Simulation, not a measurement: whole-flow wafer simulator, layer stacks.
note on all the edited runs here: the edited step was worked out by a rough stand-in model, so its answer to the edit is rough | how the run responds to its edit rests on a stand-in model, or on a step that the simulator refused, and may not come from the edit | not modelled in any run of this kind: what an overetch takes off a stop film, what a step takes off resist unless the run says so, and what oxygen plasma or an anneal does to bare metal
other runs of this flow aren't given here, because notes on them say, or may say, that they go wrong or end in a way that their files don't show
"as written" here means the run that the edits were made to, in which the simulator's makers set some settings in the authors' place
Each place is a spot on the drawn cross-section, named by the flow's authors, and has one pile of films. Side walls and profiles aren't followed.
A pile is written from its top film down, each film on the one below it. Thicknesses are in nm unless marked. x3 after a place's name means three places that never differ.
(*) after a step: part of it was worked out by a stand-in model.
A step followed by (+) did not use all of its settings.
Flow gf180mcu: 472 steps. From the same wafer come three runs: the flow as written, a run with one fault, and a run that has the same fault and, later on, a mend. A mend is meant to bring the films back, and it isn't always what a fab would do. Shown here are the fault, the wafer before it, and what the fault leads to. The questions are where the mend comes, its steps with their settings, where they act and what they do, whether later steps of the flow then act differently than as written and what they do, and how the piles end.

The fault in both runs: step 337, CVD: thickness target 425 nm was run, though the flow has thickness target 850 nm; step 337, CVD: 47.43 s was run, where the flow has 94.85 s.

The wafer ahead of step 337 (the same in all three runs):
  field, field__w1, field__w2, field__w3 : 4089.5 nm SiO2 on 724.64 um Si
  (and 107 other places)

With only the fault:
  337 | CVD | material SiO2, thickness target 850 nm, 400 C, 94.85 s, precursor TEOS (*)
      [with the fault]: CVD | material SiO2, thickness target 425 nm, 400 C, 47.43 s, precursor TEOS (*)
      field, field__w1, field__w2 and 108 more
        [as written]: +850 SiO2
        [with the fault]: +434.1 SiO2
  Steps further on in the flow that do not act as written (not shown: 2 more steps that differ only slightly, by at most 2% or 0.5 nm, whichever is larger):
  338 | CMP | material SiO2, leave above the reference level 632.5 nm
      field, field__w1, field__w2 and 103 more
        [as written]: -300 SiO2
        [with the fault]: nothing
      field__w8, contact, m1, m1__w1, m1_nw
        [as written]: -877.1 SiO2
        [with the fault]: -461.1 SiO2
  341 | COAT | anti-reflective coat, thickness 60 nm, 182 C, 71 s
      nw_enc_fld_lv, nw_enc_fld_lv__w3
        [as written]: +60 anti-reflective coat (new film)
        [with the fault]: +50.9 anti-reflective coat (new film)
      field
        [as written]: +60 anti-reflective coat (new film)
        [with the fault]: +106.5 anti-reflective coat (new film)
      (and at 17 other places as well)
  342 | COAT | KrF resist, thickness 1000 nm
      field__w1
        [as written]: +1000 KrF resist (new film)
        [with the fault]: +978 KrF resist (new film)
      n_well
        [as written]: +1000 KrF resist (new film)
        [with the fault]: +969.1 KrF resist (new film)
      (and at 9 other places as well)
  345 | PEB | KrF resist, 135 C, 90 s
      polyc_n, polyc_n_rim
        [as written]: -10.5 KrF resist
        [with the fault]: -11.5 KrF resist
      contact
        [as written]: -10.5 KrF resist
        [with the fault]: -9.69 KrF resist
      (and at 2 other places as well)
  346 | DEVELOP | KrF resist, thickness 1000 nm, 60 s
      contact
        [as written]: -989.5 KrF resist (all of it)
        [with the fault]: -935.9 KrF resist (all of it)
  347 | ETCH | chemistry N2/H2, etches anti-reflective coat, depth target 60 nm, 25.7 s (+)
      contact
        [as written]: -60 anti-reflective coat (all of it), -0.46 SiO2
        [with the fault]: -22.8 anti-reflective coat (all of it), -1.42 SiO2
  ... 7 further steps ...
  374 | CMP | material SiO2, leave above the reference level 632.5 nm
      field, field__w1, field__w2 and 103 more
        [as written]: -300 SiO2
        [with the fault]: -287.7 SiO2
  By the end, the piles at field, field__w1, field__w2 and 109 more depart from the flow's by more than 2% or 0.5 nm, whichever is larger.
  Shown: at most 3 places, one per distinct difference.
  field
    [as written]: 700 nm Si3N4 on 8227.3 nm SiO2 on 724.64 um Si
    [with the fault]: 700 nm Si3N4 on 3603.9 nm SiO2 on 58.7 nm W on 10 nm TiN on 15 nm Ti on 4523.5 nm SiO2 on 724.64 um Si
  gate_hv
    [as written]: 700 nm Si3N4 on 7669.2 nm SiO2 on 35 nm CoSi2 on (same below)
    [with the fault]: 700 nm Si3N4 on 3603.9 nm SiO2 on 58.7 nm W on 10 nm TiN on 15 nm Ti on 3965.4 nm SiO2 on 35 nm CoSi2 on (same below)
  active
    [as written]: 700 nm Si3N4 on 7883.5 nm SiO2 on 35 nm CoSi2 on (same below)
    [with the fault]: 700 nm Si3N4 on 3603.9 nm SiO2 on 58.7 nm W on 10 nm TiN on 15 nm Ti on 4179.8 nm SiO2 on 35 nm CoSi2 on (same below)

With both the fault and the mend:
  After step 337 comes the mend.
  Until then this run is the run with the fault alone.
  337a | CVD | material SiO2, thickness target 425 nm, 400 C, 47.43 s, precursor TEOS (*) (the flow's step 337, run once more with other settings)
      field, field__w1, field__w2 and 108 more
        +434.1 SiO2
  Steps further on in the flow that do not act as written:
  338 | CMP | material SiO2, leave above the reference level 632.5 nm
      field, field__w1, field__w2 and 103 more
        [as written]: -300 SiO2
        [with the mend]: -318.1 SiO2
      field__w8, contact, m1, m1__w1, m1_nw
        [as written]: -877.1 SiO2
        [with the mend]: -895.2 SiO2
  At every place that both follow, the piles at the end match the flow's.
